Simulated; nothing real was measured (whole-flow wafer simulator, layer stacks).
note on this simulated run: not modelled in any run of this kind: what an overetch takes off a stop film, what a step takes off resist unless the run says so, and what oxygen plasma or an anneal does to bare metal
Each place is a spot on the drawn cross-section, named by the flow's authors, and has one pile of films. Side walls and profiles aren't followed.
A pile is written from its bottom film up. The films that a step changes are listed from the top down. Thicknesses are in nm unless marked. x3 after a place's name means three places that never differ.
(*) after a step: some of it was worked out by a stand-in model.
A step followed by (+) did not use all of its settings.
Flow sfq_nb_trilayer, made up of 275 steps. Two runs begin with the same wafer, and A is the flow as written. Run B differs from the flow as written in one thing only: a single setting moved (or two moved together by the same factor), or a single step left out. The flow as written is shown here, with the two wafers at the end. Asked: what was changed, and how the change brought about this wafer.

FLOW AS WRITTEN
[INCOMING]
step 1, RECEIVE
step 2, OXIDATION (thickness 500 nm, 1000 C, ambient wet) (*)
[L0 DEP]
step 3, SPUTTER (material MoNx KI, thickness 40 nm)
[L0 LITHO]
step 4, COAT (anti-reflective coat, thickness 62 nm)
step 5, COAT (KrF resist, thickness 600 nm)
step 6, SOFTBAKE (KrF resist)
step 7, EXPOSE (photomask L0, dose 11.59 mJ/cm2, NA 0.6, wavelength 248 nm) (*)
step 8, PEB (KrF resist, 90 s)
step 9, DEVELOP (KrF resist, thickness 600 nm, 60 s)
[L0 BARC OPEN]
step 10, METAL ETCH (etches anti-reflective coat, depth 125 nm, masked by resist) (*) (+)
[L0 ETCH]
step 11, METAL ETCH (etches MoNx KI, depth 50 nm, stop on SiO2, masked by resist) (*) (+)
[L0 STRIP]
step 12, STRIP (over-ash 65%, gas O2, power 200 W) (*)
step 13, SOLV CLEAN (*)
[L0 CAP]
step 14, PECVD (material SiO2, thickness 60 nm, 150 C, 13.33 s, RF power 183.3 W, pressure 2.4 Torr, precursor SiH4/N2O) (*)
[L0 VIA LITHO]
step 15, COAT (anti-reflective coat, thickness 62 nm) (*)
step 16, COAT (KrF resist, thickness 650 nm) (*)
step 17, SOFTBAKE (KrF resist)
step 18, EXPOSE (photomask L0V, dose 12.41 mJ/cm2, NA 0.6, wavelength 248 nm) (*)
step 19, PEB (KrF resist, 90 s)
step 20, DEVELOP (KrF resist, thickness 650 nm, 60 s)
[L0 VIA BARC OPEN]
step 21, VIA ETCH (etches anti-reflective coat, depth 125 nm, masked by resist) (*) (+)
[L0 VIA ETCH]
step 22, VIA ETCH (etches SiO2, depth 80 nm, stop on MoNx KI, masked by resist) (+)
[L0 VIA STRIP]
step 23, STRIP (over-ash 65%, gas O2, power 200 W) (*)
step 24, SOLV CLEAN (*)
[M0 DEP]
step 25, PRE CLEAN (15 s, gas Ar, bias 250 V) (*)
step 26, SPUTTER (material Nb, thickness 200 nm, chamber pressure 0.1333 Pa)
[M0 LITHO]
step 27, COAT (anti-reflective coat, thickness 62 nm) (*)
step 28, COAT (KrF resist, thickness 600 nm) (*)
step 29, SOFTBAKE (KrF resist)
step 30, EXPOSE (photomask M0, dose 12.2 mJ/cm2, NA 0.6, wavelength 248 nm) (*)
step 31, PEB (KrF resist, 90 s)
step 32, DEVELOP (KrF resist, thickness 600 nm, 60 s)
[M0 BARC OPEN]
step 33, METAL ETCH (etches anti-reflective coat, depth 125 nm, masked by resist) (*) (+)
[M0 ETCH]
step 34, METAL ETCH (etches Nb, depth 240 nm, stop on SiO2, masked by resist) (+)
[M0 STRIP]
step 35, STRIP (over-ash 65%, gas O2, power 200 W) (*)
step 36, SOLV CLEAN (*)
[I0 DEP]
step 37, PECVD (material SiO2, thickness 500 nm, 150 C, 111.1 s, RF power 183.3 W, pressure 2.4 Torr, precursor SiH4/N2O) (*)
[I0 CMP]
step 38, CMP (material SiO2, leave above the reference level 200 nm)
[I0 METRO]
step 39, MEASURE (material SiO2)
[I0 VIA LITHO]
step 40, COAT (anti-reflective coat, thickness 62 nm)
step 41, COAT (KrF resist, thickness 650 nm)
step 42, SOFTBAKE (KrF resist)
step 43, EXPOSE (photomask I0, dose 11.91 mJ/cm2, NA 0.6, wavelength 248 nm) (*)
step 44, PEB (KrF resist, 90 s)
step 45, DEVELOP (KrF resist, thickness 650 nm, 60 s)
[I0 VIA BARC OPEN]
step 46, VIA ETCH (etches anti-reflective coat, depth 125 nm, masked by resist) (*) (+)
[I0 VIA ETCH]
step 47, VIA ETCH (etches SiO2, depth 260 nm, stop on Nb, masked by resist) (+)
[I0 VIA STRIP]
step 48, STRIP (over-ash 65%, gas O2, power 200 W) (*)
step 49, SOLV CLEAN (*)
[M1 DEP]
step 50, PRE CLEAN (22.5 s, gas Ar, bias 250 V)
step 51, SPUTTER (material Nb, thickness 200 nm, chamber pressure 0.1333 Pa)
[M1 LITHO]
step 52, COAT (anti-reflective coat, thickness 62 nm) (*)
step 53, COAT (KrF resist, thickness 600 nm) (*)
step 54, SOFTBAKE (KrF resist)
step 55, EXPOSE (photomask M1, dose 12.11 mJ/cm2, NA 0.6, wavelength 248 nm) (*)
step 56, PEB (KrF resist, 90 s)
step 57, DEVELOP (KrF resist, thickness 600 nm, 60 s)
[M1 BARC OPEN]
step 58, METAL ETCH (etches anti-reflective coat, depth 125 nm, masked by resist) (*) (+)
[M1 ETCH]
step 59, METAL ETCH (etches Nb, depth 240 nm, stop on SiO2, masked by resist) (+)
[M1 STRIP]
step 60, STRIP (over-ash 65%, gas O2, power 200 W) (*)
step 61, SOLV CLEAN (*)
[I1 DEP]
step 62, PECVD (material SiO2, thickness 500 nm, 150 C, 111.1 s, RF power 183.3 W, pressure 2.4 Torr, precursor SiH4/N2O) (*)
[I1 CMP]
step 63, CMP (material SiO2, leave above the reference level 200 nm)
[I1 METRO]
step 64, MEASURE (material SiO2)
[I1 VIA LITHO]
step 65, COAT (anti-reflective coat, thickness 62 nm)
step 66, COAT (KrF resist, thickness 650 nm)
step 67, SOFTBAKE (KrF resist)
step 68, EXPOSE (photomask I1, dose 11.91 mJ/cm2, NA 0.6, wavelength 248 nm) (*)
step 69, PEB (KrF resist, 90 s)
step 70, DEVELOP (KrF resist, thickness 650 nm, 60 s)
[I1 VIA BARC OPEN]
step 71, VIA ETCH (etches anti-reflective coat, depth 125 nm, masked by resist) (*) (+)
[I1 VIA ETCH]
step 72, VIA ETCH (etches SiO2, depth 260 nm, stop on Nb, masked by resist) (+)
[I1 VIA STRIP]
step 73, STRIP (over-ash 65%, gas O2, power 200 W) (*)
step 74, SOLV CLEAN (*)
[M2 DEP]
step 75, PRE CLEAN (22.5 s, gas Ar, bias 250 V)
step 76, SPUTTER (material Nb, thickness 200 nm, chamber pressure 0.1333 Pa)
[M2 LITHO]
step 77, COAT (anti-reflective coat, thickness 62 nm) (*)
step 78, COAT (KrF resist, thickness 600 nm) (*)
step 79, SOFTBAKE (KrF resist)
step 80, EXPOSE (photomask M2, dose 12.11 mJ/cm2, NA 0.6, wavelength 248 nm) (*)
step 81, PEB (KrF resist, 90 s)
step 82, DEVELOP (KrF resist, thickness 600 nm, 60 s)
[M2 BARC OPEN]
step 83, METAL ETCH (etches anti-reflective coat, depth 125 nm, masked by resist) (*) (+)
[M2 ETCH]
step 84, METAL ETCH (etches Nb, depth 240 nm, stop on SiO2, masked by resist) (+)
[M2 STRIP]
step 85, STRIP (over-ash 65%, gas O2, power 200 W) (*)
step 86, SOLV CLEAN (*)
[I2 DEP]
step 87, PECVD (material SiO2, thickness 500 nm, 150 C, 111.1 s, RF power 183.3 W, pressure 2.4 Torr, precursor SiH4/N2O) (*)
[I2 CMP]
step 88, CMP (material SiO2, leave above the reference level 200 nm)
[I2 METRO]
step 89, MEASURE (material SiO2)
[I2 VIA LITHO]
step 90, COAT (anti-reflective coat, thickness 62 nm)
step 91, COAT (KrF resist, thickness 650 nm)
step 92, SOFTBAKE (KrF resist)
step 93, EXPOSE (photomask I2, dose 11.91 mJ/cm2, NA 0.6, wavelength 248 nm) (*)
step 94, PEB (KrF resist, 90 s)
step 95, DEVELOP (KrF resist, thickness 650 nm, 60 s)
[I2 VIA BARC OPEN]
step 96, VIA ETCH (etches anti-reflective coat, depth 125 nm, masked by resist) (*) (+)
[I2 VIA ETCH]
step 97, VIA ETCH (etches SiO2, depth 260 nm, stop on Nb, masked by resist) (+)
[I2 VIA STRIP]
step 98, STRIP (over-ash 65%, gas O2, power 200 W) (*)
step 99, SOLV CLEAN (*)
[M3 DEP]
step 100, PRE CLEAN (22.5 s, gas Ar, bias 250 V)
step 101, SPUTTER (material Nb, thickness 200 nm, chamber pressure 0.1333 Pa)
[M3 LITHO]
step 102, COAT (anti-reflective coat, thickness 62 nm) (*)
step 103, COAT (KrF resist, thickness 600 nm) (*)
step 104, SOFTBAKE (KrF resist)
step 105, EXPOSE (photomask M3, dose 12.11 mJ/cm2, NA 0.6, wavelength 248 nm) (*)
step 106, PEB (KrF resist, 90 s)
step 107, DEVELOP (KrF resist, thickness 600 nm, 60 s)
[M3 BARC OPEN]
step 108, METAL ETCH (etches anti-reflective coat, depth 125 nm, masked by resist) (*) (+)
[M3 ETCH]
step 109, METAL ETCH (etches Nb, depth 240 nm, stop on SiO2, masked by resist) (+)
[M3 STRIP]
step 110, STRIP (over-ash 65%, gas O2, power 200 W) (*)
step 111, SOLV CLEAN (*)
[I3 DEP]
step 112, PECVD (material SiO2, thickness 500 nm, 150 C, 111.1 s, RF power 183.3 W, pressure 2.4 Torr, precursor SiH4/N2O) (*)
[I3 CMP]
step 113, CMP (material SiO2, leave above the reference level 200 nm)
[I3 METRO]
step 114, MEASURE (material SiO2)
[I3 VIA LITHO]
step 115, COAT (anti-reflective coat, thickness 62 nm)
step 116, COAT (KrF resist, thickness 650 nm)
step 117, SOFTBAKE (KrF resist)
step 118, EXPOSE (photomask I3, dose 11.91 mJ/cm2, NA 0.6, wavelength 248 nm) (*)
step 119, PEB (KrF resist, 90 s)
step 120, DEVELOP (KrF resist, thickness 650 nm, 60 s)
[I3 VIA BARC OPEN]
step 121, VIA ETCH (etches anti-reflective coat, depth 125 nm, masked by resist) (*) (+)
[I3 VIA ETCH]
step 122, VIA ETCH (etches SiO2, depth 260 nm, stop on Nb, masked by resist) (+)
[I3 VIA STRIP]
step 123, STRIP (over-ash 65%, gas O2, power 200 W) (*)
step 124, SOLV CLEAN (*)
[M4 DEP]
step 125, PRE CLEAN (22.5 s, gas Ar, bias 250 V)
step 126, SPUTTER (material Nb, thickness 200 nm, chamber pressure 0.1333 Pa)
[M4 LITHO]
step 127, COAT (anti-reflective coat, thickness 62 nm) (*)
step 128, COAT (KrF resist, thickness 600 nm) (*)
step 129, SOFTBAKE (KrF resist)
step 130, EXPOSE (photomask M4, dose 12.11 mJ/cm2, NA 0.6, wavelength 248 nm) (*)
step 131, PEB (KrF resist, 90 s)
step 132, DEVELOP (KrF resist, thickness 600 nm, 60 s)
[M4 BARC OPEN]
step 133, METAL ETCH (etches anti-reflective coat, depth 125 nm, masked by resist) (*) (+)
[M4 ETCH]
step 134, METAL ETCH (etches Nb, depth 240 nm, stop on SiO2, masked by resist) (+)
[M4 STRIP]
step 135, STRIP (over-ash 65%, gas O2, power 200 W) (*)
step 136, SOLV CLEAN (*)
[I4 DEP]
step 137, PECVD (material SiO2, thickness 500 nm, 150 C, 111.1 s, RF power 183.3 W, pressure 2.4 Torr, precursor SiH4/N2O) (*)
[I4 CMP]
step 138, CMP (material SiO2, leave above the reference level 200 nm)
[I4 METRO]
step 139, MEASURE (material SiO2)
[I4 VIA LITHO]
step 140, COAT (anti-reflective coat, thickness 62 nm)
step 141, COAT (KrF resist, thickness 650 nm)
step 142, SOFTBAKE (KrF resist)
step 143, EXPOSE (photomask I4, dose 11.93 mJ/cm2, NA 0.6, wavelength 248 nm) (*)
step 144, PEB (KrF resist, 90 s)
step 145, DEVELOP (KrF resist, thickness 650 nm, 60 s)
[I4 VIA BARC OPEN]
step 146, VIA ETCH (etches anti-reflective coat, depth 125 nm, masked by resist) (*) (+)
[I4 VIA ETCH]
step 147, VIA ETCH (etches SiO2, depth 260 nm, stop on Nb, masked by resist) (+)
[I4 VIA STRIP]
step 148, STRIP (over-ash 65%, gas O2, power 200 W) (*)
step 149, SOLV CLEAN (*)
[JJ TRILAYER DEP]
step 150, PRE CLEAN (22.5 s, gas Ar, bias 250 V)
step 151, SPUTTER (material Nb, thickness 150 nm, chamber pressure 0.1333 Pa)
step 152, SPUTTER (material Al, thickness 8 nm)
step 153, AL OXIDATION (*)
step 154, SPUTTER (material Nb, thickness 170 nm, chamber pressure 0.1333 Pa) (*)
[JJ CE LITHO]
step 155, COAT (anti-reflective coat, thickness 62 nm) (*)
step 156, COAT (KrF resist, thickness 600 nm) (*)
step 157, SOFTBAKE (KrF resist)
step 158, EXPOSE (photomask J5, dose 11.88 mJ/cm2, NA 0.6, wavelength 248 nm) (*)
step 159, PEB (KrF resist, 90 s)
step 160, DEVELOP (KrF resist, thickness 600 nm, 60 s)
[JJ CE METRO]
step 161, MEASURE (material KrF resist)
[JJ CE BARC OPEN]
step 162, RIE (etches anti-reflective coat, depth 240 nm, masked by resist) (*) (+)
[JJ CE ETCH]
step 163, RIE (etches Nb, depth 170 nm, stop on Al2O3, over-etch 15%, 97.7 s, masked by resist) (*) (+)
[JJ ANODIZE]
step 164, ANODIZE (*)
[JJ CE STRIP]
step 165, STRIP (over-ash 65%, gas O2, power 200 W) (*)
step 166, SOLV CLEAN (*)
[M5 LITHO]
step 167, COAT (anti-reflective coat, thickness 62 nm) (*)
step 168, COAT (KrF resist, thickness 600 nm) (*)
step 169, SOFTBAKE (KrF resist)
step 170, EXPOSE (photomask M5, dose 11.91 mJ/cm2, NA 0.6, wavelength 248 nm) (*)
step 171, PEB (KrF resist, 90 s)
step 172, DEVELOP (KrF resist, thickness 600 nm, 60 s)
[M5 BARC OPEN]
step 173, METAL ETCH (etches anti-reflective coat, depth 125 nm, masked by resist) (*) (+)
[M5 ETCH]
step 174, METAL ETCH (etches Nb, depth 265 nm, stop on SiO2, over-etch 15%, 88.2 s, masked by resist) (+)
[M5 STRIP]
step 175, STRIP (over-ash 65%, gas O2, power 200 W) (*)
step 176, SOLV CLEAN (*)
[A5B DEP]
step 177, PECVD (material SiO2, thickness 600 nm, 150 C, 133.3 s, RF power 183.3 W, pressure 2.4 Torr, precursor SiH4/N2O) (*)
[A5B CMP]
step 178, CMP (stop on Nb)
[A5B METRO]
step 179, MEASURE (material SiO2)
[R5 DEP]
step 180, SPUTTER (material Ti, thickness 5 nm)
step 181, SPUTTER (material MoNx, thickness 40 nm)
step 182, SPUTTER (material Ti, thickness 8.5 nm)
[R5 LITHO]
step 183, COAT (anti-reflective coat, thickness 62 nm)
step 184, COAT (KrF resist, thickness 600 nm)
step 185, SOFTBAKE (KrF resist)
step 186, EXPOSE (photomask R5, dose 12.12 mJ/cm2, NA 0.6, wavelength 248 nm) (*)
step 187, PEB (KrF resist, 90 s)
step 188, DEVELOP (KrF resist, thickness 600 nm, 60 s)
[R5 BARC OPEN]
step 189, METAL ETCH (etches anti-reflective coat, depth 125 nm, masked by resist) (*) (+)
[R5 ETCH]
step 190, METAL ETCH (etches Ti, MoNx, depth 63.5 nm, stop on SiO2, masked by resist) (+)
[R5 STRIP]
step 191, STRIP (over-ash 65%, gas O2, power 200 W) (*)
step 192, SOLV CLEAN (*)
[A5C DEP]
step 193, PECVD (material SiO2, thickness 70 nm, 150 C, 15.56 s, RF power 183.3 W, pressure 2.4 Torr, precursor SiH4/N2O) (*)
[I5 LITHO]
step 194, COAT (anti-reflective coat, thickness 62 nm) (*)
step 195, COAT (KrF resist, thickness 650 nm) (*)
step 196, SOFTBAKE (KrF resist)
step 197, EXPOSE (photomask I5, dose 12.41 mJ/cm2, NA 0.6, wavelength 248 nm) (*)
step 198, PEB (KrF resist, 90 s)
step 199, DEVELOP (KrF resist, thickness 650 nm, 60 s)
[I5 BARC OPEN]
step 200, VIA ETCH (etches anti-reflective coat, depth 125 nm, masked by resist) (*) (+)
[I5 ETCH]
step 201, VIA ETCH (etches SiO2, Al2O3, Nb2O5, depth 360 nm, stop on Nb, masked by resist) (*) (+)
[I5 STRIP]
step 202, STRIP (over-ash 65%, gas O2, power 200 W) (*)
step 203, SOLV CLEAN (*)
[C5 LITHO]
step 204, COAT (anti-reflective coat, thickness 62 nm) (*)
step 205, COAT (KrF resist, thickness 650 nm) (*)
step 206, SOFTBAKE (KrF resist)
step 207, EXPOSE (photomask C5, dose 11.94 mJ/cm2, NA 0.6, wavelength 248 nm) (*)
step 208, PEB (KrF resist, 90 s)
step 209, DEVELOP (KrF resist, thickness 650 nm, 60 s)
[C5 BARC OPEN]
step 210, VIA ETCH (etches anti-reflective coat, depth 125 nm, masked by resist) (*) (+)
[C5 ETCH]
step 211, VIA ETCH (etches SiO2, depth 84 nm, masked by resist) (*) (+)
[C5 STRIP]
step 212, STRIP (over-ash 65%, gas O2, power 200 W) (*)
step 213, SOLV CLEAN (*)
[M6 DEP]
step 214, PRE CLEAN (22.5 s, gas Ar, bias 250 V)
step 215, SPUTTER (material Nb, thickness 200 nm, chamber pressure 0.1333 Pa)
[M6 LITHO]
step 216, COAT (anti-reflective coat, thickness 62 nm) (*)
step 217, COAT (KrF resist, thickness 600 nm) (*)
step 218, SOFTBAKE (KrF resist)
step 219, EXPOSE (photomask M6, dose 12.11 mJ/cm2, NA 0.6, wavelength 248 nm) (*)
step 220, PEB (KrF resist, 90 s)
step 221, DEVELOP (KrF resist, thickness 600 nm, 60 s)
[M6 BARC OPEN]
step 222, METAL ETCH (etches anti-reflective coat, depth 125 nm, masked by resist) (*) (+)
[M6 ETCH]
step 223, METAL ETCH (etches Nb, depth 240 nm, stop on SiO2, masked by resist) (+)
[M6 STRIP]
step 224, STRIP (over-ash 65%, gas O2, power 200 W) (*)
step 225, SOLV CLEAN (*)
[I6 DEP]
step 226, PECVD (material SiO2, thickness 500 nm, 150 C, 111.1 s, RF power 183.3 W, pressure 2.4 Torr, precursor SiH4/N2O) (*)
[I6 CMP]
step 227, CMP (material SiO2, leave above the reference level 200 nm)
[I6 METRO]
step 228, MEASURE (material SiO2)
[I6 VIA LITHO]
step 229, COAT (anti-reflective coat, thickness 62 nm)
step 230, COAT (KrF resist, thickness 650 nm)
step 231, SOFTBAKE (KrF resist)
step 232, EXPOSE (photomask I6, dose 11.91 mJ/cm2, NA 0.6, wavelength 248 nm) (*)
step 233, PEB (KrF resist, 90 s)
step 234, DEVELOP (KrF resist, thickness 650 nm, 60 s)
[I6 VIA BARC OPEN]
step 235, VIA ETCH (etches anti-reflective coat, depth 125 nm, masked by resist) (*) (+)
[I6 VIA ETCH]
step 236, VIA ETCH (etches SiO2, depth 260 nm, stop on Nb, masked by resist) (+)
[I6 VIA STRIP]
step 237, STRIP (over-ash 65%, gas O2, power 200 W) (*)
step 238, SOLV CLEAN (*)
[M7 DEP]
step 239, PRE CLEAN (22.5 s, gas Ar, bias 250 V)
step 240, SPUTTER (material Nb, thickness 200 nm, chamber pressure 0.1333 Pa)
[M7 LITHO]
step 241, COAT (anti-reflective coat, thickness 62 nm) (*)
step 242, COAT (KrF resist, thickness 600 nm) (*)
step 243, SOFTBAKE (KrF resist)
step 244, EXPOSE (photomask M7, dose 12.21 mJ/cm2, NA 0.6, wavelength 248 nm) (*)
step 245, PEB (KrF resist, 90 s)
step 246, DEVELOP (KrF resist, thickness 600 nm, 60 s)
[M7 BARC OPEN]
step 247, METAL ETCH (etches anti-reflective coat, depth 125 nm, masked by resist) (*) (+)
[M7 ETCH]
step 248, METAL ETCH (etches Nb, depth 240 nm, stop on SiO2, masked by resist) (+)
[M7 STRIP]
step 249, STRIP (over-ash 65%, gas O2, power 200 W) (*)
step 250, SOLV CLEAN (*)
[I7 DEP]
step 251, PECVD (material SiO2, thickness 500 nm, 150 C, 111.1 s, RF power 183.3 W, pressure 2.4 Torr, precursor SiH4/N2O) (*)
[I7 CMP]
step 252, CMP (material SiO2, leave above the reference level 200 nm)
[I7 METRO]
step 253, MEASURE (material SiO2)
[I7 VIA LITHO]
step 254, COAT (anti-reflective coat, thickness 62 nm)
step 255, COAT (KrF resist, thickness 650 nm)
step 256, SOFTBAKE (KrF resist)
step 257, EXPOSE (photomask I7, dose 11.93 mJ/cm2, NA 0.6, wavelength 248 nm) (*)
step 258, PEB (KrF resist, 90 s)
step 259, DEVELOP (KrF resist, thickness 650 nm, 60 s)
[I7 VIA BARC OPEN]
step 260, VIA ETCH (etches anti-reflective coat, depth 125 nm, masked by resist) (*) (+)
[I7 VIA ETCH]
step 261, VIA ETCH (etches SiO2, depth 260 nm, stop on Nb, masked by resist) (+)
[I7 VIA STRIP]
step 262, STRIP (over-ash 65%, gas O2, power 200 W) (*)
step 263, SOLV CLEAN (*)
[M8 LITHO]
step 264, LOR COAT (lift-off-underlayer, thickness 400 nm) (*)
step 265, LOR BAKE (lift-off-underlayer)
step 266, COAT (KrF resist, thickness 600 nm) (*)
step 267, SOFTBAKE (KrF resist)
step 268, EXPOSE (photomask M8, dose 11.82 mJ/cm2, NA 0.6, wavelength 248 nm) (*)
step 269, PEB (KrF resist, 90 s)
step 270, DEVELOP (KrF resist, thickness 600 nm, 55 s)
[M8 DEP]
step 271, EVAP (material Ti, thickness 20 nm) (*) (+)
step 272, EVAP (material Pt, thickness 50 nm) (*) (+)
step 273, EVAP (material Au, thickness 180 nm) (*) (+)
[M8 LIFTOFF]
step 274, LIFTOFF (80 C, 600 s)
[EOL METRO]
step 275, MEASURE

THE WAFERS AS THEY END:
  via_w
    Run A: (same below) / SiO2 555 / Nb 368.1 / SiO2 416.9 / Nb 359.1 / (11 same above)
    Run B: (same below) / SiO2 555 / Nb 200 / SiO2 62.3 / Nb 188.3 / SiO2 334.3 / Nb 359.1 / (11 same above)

The reason: step 47, VIA ETCH: depth 130 nm was run, while the flow as written has depth 260 nm.

How this came from the change, step by step:
  step 47, VIA ETCH (etches SiO2, depth 260 nm, stop on Nb, masked by resist) (+)
      via_w: A SiO2 loses 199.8 (all of it) | B SiO2 loses 130
      field_l, v_sur, via_wl and 102 more: A KrF resist loses 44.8 | B KrF resist loses 22.4
  step 48, STRIP (over-ash 65%, gas O2, power 200 W) (*)
      field_l, v_sur, via_wl and 102 more: A KrF resist loses 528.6 (all of it), anti-reflective coat loses 62 (all of it) | B KrF resist loses 551 (all of it), anti-reflective coat loses 62 (all of it)
  step 50, PRE CLEAN (22.5 s, gas Ar, bias 250 V)
      via_w: A Nb loses 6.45 | B SiO2 loses 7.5
  step 51, SPUTTER (material Nb, thickness 200 nm, chamber pressure 0.1333 Pa)
      via_w: A Nb gains 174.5 | B Nb gains 188.3 (new film)
  step 52, COAT (anti-reflective coat, thickness 62 nm) (*)
      via_wl: A anti-reflective coat gains 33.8 (new film) | B anti-reflective coat gains 37 (new film)
      via_w: A anti-reflective coat gains 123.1 (new film) | B anti-reflective coat gains 107.6 (new film)
      (and at 1 other place as well)
  step 53, COAT (KrF resist, thickness 600 nm) (*)
      via_w: A KrF resist gains 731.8 (new film) | B KrF resist gains 675.7 (new film)
  step 60, STRIP (over-ash 65%, gas O2, power 200 W) (*)
      via_wl: A KrF resist loses 385.5 (all of it), anti-reflective coat loses 33.8 (all of it) | B KrF resist loses 390.9 (all of it), anti-reflective coat loses 37 (all of it)
      via_w: A KrF resist loses 513.8 (all of it), anti-reflective coat loses 123.1 (all of it) | B KrF resist loses 457.9 (all of it), anti-reflective coat loses 107.6 (all of it)
      (and at 1 other place as well)
  step 62, PECVD (material SiO2, thickness 500 nm, 150 C, 111.1 s, RF power 183.3 W, pressure 2.4 Torr, precursor SiH4/N2O) (*)
      via_w: A SiO2 gains 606 (new film) | B SiO2 gains 500 (new film)
  step 63, CMP (material SiO2, leave above the reference level 200 nm)
      via_w: A SiO2 loses 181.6 | B SiO2 loses 158.2
With metal films that touch counted as one body, via_w has 6 bodies (between them, from the top down: SiO2 192.5; SiO2 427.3 / Al2O3 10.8 / Nb2O5 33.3; SiO2 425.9; SiO2 334.3; SiO2 62.3); the flow as written gives 5 bodies (between them, from the top down: SiO2 192.5; SiO2 427.3 / Al2O3 10.8 / Nb2O5 33.3; SiO2 425.9; SiO2 416.9).
